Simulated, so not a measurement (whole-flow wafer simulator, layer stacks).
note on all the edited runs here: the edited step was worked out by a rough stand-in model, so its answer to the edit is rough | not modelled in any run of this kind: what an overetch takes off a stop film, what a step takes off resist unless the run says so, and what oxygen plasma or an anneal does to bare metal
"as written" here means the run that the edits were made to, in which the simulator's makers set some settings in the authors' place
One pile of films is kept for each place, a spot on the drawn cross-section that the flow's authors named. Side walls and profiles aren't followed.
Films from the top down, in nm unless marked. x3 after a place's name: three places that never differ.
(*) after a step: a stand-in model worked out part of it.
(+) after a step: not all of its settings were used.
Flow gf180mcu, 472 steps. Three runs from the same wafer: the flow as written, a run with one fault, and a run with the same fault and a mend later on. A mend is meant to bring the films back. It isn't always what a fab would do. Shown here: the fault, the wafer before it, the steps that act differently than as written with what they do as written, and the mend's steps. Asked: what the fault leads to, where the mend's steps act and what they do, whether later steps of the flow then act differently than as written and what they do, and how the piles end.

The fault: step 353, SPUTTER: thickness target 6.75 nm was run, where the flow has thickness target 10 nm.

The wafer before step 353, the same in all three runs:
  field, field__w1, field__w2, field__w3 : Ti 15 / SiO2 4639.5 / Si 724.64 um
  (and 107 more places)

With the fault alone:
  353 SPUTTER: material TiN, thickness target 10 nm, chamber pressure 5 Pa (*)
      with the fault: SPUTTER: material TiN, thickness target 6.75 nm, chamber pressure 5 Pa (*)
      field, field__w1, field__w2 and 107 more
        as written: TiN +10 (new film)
        with the fault: TiN +6.75 (new film)
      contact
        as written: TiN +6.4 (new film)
        with the fault: TiN +4.33 (new film)
  Later steps of the flow that act differently than as written (1 more step differs only slightly, by at most 2% or 0.5 nm, whichever is larger, and isn't shown):
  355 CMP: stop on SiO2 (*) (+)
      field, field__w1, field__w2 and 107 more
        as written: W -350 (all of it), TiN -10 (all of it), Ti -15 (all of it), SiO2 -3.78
        with the fault: W -350 (all of it), TiN -6.75 (all of it), Ti -15 (all of it), SiO2 -3.75
  At the end the piles differ from the flow's by more than 2% or 0.5 nm, whichever is larger, at contact.
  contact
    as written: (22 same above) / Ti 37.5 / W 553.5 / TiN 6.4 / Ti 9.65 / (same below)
    with the fault: (22 same above) / Ti 37.5 / W 555.6 / TiN 4.33 / Ti 9.65 / (same below)

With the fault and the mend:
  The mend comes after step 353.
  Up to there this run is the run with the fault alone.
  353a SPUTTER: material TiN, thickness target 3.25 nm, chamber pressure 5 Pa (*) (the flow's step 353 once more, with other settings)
      field, field__w1, field__w2 and 107 more
        TiN +3.25
      contact
        TiN +2.08
  No later step of the flow acts differently than as written at any place that is followed.
  At the end the piles are the same as the flow's at every place that both follow.
